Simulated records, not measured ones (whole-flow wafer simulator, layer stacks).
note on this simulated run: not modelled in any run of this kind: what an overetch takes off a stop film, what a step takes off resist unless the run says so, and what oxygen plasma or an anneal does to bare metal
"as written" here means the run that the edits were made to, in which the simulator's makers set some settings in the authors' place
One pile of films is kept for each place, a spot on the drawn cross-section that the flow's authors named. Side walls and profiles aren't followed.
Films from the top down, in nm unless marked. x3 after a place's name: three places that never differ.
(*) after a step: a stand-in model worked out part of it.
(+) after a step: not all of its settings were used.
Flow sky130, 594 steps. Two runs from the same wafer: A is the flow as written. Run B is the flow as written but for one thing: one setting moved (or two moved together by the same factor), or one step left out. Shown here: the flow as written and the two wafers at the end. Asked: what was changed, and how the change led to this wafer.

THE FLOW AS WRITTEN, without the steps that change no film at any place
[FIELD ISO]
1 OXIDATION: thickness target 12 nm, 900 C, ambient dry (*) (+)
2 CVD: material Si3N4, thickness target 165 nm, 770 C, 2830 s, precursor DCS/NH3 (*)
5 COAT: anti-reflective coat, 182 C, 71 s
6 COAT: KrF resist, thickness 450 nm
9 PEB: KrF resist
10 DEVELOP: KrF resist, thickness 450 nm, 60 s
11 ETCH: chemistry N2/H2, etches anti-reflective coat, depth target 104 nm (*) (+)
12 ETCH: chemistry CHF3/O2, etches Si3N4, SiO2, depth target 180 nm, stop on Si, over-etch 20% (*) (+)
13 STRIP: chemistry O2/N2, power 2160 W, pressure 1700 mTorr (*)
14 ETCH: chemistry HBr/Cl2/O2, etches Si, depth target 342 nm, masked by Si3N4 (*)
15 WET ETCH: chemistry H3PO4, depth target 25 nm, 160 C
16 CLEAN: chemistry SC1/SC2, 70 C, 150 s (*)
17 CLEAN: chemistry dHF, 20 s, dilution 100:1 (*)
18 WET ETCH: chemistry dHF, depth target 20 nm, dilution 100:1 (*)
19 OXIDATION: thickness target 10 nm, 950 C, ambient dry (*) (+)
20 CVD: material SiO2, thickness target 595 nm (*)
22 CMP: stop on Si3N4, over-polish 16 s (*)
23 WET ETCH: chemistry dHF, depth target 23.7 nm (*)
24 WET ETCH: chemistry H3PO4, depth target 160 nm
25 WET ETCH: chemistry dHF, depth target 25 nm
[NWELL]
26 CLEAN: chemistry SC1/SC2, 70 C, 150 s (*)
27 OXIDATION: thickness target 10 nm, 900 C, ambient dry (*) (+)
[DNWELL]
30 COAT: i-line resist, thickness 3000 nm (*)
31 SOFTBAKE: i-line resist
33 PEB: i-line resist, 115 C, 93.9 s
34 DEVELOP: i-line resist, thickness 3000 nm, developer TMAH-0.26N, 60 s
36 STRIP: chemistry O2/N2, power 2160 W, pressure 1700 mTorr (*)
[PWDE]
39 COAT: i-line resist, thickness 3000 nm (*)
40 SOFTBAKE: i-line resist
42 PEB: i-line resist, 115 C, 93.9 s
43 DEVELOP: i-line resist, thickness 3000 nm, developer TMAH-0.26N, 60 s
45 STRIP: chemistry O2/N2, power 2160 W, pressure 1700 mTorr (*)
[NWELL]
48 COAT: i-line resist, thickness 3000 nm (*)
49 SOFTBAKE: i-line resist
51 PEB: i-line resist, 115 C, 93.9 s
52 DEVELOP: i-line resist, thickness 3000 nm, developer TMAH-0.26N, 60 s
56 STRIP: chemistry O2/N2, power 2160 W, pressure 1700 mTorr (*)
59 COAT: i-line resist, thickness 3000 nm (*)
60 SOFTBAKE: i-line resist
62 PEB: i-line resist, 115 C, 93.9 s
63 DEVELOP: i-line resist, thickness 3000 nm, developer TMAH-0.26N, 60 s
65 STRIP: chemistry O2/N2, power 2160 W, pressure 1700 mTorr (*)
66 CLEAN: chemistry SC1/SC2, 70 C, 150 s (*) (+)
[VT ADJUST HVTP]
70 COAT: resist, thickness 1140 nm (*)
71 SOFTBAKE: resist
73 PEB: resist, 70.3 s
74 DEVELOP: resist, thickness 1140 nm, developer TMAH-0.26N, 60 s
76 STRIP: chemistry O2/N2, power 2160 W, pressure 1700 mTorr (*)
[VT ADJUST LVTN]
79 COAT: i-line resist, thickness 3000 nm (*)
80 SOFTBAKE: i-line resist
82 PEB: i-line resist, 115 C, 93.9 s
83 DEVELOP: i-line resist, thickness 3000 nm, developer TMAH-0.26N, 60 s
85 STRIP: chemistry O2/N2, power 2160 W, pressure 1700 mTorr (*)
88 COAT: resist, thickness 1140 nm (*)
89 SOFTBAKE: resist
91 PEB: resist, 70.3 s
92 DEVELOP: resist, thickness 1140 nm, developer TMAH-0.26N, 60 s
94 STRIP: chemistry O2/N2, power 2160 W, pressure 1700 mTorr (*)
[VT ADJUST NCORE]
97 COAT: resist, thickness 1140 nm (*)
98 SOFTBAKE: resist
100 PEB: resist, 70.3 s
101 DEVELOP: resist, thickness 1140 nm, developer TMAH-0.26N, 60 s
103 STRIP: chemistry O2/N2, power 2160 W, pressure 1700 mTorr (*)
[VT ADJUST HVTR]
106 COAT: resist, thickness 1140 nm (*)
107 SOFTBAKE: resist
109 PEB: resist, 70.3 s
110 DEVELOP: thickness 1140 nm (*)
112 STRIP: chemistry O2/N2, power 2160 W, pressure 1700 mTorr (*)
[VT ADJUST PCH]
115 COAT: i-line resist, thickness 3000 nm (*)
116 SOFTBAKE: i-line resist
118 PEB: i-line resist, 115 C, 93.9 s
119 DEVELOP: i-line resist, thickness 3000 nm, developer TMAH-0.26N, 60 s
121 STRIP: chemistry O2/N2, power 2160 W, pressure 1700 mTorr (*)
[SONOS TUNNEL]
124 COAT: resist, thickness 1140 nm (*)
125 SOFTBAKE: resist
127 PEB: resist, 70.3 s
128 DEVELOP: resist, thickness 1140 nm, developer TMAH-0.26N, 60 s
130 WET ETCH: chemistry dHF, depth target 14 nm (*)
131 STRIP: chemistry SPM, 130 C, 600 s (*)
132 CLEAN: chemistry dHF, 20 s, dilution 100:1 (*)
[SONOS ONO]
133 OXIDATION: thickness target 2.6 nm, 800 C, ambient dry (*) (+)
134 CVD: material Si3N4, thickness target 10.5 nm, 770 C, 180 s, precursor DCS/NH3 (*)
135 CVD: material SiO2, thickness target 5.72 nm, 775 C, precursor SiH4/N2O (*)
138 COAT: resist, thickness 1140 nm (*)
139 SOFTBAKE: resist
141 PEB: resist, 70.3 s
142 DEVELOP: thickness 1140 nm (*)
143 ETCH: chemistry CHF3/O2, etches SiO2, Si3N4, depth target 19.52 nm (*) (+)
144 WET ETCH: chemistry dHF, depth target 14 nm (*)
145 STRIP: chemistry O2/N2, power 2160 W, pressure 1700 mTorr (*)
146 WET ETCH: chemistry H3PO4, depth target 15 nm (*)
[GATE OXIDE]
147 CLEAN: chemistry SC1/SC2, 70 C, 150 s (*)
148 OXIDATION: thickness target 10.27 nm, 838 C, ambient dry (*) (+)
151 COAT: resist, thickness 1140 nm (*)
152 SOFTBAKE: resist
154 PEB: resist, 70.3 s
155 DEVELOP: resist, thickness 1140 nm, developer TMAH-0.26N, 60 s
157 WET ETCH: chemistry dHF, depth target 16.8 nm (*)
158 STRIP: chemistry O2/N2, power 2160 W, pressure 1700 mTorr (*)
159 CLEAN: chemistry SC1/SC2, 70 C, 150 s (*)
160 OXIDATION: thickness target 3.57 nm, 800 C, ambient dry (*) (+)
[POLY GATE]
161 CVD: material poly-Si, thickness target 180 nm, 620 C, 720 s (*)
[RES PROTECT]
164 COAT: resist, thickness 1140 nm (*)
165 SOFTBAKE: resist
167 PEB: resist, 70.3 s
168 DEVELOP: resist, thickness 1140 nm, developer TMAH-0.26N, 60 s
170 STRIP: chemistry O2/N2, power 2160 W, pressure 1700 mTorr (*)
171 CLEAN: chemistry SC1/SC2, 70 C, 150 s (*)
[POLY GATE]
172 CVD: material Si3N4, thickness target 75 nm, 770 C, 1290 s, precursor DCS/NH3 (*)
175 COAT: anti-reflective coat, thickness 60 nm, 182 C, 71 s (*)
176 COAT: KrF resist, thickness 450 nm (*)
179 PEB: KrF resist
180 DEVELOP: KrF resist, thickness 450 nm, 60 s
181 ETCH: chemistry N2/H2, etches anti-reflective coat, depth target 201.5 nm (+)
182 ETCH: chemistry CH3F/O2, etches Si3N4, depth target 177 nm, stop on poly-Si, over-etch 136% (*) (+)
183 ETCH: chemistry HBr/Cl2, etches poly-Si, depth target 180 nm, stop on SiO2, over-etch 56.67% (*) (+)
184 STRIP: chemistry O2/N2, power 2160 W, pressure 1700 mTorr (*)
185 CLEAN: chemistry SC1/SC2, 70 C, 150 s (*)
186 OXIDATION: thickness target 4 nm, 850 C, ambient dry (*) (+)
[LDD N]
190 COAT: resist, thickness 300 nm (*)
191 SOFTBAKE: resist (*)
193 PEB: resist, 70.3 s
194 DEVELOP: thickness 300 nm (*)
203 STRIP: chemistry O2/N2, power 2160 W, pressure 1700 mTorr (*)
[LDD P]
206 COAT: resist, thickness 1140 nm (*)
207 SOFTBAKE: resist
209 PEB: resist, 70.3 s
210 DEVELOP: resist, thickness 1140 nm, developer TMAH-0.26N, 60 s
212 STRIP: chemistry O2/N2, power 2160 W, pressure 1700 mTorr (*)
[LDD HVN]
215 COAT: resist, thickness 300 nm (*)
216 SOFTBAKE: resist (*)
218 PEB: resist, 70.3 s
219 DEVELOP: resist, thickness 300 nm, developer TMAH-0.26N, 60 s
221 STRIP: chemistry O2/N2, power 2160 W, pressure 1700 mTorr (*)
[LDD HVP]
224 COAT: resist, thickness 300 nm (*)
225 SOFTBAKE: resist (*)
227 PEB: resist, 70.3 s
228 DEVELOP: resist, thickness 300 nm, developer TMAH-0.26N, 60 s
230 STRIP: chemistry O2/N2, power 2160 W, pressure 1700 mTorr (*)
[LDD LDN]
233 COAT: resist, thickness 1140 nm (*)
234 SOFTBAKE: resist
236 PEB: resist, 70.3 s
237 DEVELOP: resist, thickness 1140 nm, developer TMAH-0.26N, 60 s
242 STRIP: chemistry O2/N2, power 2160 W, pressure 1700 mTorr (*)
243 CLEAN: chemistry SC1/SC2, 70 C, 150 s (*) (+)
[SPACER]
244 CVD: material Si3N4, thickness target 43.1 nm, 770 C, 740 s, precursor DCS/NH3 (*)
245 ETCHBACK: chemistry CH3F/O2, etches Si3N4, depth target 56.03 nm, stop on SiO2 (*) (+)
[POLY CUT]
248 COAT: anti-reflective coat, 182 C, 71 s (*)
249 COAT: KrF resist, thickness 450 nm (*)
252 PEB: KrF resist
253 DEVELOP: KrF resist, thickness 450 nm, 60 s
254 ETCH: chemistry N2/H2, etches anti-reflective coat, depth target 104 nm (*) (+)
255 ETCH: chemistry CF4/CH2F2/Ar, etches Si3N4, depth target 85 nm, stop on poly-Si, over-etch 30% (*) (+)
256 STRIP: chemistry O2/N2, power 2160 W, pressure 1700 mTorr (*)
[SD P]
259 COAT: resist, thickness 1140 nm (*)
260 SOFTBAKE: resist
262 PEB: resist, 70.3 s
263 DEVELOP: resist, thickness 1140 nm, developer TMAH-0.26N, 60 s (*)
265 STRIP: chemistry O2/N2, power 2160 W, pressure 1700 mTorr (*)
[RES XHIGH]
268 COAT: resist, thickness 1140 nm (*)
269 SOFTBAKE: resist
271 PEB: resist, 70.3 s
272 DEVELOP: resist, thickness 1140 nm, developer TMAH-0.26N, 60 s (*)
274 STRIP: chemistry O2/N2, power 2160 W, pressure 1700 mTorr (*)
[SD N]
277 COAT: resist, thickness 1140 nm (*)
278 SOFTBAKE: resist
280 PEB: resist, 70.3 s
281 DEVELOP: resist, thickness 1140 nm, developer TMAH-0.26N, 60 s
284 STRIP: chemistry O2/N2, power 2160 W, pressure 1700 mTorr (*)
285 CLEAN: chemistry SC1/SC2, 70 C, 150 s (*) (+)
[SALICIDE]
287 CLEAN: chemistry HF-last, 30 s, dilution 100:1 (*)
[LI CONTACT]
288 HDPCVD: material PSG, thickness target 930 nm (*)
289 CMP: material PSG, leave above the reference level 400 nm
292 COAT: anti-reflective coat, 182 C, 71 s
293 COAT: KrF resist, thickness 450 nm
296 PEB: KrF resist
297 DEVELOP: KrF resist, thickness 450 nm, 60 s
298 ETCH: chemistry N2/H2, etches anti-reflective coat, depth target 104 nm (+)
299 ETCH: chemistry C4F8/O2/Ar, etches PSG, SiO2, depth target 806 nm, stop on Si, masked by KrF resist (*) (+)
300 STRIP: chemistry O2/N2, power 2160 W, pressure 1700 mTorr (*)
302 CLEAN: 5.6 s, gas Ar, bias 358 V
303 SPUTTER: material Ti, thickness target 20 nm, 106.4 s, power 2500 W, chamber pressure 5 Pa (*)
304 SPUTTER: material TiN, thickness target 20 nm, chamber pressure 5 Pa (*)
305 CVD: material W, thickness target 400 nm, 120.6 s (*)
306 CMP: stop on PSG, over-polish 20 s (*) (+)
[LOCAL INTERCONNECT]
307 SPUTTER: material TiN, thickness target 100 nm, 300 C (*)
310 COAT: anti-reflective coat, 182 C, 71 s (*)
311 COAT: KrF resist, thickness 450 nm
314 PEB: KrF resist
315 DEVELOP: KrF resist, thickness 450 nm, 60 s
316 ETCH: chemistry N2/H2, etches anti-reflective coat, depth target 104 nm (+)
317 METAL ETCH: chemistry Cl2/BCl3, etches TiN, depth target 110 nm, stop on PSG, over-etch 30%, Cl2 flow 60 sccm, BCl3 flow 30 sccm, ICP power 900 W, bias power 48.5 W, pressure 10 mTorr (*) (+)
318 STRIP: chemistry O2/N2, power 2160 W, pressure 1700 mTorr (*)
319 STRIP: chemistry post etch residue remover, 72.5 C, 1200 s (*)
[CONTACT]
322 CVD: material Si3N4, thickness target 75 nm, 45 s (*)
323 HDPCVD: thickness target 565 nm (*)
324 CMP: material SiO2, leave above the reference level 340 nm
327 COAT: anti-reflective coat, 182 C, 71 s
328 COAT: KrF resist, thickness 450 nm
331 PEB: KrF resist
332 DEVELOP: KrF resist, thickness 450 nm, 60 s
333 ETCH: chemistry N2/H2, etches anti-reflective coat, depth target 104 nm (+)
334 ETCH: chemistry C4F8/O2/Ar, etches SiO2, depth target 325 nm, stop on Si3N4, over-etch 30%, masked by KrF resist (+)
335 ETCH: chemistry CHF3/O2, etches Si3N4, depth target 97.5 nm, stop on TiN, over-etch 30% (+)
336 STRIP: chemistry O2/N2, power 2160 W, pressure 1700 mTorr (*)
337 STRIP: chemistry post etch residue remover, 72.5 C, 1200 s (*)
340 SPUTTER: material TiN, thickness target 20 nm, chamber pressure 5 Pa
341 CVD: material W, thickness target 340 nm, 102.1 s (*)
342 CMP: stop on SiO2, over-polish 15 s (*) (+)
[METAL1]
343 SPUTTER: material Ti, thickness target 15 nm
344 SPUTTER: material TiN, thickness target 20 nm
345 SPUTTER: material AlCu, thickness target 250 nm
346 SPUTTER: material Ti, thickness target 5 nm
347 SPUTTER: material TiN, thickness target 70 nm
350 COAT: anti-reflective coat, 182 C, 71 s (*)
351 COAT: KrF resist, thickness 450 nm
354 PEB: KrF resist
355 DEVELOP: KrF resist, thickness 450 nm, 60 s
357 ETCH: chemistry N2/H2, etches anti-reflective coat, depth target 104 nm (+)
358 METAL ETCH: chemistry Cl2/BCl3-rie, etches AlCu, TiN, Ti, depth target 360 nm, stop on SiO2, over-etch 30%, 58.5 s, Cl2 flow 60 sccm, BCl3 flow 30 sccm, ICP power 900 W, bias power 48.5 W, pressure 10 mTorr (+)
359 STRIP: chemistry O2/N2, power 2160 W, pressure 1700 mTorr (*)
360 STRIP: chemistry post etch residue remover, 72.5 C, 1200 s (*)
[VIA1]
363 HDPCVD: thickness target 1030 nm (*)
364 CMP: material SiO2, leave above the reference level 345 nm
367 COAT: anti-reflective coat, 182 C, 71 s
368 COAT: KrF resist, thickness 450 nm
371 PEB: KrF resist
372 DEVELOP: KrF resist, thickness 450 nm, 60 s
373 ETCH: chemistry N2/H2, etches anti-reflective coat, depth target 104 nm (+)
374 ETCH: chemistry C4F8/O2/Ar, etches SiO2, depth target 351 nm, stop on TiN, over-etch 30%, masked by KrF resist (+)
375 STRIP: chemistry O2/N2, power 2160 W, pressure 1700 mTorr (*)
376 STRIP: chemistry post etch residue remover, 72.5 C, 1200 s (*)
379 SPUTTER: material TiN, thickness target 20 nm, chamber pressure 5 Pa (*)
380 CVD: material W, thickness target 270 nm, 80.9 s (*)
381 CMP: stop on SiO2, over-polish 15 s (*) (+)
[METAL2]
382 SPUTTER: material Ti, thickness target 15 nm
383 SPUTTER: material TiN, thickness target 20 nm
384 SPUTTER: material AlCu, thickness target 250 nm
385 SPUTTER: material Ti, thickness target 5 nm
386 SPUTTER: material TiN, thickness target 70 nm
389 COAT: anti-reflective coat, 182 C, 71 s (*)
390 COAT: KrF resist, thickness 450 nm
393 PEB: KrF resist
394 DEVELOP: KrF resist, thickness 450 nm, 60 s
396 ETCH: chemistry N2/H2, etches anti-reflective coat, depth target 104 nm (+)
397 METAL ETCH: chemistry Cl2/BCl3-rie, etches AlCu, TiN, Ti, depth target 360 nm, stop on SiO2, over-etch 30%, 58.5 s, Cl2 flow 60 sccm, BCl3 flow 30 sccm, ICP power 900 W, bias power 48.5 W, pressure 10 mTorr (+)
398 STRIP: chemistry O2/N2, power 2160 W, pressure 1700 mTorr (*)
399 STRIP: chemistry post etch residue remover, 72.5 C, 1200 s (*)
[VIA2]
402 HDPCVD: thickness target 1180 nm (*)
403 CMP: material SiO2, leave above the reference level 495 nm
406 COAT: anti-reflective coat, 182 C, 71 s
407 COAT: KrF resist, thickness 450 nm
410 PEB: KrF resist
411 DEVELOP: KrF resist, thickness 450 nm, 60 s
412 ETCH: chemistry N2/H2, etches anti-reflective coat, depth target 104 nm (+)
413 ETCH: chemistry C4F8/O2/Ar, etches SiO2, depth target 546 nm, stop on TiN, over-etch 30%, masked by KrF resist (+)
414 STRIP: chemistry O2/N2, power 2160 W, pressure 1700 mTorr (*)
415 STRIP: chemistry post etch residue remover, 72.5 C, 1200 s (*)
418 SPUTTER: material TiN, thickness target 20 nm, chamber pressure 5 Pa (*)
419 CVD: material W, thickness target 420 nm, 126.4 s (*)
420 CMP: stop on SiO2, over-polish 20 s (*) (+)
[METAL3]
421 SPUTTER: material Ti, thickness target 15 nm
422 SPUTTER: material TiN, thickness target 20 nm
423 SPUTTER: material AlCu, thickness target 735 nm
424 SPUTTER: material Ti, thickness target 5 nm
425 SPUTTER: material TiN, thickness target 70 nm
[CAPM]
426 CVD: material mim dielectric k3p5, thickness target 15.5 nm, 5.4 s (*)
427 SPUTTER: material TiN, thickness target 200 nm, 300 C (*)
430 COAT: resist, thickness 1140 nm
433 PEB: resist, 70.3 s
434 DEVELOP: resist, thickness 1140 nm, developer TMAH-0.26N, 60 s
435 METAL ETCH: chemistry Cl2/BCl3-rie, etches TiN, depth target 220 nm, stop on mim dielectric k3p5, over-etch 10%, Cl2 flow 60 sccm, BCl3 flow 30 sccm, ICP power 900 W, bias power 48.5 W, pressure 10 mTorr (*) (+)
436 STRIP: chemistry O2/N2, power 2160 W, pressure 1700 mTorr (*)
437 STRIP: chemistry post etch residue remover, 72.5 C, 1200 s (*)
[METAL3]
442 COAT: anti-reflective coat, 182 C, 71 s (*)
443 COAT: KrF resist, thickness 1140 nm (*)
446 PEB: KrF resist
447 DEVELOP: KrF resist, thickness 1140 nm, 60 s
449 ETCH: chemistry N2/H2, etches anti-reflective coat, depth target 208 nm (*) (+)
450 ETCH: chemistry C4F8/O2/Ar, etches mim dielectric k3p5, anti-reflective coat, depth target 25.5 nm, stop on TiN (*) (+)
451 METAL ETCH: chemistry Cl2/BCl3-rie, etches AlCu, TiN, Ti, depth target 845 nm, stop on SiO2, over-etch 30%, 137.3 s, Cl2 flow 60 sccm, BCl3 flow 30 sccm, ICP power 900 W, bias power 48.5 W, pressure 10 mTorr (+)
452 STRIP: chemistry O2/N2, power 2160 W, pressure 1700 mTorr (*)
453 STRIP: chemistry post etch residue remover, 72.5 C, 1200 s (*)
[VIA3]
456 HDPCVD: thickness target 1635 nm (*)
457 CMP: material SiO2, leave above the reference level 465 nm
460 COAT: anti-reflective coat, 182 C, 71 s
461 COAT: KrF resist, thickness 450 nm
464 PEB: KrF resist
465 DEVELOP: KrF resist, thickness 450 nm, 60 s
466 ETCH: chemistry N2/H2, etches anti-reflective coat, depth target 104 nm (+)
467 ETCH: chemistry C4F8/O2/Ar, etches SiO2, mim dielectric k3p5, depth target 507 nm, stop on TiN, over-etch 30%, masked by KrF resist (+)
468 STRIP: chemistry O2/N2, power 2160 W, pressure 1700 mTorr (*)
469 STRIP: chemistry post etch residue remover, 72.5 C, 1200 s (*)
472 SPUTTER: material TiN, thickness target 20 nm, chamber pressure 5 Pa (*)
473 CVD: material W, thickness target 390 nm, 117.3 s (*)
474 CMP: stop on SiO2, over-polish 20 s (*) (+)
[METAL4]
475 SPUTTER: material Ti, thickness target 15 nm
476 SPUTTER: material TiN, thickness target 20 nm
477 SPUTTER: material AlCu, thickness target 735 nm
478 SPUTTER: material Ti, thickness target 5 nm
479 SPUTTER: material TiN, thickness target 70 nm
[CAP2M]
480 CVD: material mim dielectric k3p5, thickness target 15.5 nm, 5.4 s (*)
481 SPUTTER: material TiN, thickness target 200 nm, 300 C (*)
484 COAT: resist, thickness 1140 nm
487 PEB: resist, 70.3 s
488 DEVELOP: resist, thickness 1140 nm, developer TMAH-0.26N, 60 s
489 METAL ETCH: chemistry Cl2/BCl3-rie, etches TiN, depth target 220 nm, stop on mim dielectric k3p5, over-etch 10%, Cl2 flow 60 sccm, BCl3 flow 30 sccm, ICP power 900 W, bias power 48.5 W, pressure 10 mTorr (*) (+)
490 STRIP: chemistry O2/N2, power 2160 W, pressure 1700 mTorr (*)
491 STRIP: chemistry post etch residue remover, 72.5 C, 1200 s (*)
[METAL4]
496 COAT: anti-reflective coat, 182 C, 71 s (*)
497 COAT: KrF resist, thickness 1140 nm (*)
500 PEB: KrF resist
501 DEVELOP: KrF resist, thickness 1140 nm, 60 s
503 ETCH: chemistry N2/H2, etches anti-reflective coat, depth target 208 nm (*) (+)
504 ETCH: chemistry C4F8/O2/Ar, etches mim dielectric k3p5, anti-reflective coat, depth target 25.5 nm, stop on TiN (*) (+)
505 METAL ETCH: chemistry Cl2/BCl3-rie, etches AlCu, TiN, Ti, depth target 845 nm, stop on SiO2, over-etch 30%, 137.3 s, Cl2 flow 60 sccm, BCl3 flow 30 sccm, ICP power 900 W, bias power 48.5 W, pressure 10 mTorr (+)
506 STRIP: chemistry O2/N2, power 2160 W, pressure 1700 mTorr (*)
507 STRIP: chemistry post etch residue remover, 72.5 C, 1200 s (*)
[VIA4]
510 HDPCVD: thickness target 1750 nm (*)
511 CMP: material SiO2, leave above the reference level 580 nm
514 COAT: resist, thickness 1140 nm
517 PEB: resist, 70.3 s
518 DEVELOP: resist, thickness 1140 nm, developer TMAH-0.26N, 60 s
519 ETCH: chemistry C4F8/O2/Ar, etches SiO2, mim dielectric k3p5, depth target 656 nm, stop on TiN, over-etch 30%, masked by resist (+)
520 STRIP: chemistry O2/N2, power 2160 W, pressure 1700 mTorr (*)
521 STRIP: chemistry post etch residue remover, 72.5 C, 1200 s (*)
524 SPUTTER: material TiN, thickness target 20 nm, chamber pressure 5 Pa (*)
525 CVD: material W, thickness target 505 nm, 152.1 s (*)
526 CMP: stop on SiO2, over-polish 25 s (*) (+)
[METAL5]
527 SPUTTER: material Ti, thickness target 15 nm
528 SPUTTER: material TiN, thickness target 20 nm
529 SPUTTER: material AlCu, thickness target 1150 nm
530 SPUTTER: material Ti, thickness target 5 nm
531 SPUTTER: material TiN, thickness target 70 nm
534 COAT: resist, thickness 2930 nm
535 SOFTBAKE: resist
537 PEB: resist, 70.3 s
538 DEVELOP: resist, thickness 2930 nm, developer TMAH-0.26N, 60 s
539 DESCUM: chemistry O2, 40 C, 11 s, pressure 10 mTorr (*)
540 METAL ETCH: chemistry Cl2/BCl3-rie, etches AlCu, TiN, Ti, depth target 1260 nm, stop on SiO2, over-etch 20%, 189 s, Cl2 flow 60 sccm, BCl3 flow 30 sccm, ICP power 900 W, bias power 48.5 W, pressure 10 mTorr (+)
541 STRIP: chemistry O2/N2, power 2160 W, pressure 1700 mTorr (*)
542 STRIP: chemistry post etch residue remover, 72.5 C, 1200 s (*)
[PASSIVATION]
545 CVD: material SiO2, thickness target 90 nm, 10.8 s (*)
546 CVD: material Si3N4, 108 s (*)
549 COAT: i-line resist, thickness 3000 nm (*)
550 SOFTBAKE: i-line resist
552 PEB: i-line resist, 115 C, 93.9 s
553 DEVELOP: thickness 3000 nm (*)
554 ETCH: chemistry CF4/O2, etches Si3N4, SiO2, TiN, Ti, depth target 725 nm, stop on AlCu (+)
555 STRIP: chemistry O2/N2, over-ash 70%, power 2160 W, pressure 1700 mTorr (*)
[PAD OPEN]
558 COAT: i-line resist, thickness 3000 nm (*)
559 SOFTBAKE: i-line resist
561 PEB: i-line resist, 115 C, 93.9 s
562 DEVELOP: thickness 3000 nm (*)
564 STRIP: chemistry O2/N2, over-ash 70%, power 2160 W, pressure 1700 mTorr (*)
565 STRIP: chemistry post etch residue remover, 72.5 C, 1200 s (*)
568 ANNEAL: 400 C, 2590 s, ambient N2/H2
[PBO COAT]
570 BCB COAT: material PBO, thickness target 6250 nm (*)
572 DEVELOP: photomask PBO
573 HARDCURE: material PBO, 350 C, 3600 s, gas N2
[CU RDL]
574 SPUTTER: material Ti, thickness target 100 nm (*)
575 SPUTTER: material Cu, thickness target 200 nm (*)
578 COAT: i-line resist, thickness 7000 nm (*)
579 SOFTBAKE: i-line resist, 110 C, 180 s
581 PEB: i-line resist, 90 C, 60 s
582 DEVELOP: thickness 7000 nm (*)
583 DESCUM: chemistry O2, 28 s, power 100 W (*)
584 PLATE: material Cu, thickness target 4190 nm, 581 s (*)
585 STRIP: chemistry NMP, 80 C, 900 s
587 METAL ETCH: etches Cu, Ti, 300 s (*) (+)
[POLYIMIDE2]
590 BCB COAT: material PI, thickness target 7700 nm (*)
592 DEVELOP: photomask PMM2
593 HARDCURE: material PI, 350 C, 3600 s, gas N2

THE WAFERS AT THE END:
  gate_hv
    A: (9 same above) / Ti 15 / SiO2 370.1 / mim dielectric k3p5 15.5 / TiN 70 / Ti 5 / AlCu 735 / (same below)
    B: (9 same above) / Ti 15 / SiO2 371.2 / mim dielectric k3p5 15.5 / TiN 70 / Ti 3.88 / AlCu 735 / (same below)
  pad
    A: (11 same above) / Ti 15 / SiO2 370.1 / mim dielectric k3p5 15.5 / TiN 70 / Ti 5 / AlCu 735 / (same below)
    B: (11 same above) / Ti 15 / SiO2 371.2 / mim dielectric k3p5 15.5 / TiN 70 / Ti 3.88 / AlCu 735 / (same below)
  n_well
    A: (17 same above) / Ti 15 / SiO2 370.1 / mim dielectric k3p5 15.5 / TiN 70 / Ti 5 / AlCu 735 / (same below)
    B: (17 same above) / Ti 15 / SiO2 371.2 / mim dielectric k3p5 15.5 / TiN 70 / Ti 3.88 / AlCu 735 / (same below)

The cause: step 424, SPUTTER: thickness target 3.88 nm was run, where the flow has thickness target 5 nm.
It can be read off the wafer: gate_hv has Ti 3.88, and step 424 as written asks for 5 nm.

How the change led to this, step by step:
  424 SPUTTER: material Ti, thickness target 5 nm
      field, active, n_well and 188 more: A Ti +5 (new film) | B Ti +3.88 (new film)
  451 METAL ETCH: chemistry Cl2/BCl3-rie, etches AlCu, TiN, Ti, depth target 845 nm, stop on SiO2, over-etch 30%, 137.3 s, Cl2 flow 60 sccm, BCl3 flow 30 sccm, ICP power 900 W, bias power 48.5 W, pressure 10 mTorr (+)
      field, gate, spacer and 68 more: A TiN -70 (all of it), Ti -5 (all of it), AlCu -735 (all of it), TiN -20 (all of it), Ti -15 (all of it), SiO2 -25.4 | B TiN -70 (all of it), Ti -3.88 (all of it), AlCu -735 (all of it), TiN -20 (all of it), Ti -15 (all of it), SiO2 -25.5
      active, vpp_ln, vpp_iso2 and 11 more: A TiN -70 (all of it), Ti -5 (all of it), AlCu -735 (all of it), TiN -20 (all of it), Ti -15 (all of it), SiO2 -25.3 | B TiN -70 (all of it), Ti -3.88 (all of it), AlCu -735 (all of it), TiN -20 (all of it), Ti -15 (all of it), SiO2 -25.5
